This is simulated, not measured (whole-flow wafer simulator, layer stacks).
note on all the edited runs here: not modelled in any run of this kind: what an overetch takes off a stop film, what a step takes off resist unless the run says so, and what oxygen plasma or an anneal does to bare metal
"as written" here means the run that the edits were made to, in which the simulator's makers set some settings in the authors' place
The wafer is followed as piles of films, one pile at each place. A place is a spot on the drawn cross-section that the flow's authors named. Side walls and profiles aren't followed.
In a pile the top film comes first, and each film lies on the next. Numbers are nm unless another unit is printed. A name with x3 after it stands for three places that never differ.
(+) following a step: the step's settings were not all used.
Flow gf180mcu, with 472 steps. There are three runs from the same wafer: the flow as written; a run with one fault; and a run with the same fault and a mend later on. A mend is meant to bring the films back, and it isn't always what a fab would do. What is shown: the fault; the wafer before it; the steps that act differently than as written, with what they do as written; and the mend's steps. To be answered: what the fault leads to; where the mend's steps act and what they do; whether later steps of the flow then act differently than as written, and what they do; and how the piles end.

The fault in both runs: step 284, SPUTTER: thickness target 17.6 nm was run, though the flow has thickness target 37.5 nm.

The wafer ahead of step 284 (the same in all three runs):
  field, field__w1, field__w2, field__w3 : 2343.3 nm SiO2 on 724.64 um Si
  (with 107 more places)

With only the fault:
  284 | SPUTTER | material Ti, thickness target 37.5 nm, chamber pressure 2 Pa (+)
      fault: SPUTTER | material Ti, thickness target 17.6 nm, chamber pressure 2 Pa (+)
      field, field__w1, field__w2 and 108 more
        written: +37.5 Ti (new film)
        fault: +17.6 Ti (new film)
  Later steps of the flow acting differently than as written:
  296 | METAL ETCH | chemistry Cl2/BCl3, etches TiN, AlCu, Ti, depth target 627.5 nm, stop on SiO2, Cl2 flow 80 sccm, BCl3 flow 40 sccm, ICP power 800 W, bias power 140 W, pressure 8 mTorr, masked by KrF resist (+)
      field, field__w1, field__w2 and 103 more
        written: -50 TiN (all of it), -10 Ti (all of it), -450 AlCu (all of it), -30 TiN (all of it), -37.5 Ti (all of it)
        fault: -50 TiN (all of it), -10 Ti (all of it), -450 AlCu (all of it), -30 TiN (all of it), -17.6 Ti (all of it)
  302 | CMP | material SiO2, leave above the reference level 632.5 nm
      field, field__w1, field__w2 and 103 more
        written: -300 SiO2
        fault: -319.9 SiO2
  By the end, the piles at field__w8, contact, m1, m1__w1, m1_nw depart from the flow's by more than 2% or 0.5 nm, whichever is larger.
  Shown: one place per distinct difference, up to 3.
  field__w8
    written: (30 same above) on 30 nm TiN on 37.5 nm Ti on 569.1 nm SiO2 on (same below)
    fault: (30 same above) on 30 nm TiN on 17.6 nm Ti on 569.1 nm SiO2 on (same below)
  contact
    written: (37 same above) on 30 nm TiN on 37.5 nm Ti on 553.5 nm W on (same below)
    fault: (37 same above) on 30 nm TiN on 17.6 nm Ti on 553.5 nm W on (same below)

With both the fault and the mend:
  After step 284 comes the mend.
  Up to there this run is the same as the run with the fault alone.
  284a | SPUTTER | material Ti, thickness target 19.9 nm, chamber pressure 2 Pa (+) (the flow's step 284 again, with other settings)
      field, field__w1, field__w2 and 108 more
        +19.9 Ti
  Every later step of the flow that is run acts as written at every place that is followed.
  By the end, the piles equal the flow's at every place that both follow.
